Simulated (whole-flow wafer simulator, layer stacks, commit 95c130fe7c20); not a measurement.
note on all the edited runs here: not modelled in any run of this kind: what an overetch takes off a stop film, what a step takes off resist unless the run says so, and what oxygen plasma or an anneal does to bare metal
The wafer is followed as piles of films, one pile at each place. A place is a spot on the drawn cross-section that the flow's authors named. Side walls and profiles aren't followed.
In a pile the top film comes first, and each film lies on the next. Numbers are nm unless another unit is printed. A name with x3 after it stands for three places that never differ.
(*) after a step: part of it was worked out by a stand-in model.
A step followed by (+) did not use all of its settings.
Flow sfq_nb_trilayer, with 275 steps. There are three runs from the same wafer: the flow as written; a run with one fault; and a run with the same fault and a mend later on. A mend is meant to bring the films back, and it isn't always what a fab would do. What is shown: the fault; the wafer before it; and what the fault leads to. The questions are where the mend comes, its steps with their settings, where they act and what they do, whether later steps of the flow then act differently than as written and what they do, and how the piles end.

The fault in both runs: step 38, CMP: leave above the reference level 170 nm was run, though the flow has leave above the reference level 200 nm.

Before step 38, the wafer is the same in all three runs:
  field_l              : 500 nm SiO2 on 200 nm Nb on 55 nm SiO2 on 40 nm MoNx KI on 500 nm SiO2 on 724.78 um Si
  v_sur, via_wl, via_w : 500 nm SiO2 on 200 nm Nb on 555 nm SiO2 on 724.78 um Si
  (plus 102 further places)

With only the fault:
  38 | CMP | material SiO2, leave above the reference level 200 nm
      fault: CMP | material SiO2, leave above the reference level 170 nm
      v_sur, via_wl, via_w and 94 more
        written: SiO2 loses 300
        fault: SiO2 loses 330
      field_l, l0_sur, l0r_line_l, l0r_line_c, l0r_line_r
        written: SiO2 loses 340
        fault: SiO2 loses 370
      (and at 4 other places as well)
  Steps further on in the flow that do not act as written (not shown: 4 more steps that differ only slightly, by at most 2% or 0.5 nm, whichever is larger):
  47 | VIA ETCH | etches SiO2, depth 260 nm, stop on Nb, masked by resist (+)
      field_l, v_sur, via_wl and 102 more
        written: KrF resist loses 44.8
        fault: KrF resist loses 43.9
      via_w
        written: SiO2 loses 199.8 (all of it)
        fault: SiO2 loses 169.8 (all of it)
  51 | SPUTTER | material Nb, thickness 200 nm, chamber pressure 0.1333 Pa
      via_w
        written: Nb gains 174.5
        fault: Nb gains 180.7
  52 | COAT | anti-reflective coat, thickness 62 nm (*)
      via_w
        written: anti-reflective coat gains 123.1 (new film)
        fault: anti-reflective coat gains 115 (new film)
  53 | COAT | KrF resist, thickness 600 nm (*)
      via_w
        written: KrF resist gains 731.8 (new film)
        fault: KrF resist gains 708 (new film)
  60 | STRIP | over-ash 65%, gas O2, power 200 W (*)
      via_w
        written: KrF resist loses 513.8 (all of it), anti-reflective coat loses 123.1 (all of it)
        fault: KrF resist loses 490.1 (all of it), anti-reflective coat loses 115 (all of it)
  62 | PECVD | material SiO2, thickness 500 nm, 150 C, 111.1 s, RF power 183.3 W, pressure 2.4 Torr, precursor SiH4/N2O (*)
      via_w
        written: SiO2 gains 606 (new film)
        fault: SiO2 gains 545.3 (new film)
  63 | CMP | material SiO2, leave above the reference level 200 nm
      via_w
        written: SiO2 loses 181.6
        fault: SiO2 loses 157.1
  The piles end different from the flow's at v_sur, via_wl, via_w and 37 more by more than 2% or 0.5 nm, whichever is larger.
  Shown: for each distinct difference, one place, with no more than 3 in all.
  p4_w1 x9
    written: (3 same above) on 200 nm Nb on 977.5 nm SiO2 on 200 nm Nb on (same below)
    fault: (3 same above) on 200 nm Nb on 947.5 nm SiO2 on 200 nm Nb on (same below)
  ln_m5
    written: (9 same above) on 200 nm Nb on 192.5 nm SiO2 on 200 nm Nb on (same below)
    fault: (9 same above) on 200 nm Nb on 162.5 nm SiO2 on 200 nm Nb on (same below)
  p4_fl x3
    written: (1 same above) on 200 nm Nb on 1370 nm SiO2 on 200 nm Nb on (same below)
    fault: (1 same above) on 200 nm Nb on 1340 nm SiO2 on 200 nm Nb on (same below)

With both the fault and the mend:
  The mend stands after step 39.
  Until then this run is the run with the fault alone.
  39a | PECVD | material SiO2, thickness 30 nm, 150 C, 6.667 s, RF power 183.3 W, pressure 2.4 Torr, precursor SiH4/N2O (the flow's step 37, run once more with other settings)
      field_l, v_sur, via_wl and 103 more
        SiO2 gains 30
  None of the later steps of the flow differs from how it acts as written, at any place that is followed, by more than 2% or 0.5 nm, whichever is larger.
  The piles end only slightly different from the flow's at the places that both follow, by no more than 2% or 0.5 nm, whichever is larger.
